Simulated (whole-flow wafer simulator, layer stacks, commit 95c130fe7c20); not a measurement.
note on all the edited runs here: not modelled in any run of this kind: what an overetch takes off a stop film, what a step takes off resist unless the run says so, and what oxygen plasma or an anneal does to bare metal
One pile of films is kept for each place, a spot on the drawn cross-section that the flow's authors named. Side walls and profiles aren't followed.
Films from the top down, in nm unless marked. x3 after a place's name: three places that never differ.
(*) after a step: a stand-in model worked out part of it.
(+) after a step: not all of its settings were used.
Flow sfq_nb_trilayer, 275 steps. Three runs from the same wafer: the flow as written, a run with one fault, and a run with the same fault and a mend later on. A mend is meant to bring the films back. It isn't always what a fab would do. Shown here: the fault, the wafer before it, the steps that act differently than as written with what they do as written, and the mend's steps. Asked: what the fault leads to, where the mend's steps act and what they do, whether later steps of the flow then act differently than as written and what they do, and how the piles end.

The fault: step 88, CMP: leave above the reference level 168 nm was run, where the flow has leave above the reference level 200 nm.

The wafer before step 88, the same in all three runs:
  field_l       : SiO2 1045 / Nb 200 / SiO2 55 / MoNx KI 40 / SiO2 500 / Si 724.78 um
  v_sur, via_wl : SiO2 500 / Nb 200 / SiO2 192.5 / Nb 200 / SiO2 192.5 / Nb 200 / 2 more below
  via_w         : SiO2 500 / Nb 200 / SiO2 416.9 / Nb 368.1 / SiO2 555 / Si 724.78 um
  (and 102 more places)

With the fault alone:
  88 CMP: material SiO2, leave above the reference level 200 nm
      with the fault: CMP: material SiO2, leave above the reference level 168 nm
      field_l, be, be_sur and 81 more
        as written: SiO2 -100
        with the fault: SiO2 -132
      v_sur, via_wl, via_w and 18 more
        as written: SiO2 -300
        with the fault: SiO2 -332
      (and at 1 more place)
  Later steps of the flow that act differently than as written (4 more steps differ only slightly, by at most 2% or 0.5 nm, whichever is larger, and aren't shown):
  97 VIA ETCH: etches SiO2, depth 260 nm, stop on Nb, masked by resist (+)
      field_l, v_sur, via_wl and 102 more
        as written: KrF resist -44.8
        with the fault: KrF resist -43.4
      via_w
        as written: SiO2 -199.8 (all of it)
        with the fault: SiO2 -167.8 (all of it)
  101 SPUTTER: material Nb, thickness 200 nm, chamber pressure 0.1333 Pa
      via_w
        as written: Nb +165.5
        with the fault: Nb +172.5
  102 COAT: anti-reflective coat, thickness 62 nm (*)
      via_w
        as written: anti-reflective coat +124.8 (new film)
        with the fault: anti-reflective coat +116.2 (new film)
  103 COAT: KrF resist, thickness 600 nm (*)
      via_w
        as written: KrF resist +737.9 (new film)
        with the fault: KrF resist +712.2 (new film)
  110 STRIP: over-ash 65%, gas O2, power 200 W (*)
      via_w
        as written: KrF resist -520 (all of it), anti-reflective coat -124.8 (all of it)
        with the fault: KrF resist -494.3 (all of it), anti-reflective coat -116.2 (all of it)
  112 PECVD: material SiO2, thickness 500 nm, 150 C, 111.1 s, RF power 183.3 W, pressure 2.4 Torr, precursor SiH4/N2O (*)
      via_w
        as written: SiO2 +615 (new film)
        with the fault: SiO2 +551.5 (new film)
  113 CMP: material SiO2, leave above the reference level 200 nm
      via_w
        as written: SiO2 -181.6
        with the fault: SiO2 -157.1
  At the end the piles differ from the flow's by more than 2% or 0.5 nm, whichever is larger, at v_sur, via_wl, via_w and 36 more.
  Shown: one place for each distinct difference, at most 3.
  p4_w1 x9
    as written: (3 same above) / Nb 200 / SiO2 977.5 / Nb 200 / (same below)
    with the fault: (3 same above) / Nb 200 / SiO2 945.5 / Nb 200 / (same below)
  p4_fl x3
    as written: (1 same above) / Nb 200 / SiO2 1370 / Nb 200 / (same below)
    with the fault: (1 same above) / Nb 200 / SiO2 1338 / Nb 200 / (same below)
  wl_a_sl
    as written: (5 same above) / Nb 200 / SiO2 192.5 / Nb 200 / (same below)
    with the fault: (5 same above) / Nb 200 / SiO2 160.5 / Nb 200 / (same below)

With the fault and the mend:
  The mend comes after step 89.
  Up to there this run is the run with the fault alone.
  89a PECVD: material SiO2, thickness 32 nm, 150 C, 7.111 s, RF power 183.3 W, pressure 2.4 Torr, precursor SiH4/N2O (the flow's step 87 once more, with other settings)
      field_l, v_sur, via_wl and 103 more
        SiO2 +32
  No later step of the flow acts differently than as written at any place that is followed.
  At the end the piles are the same as the flow's at every place that both follow.
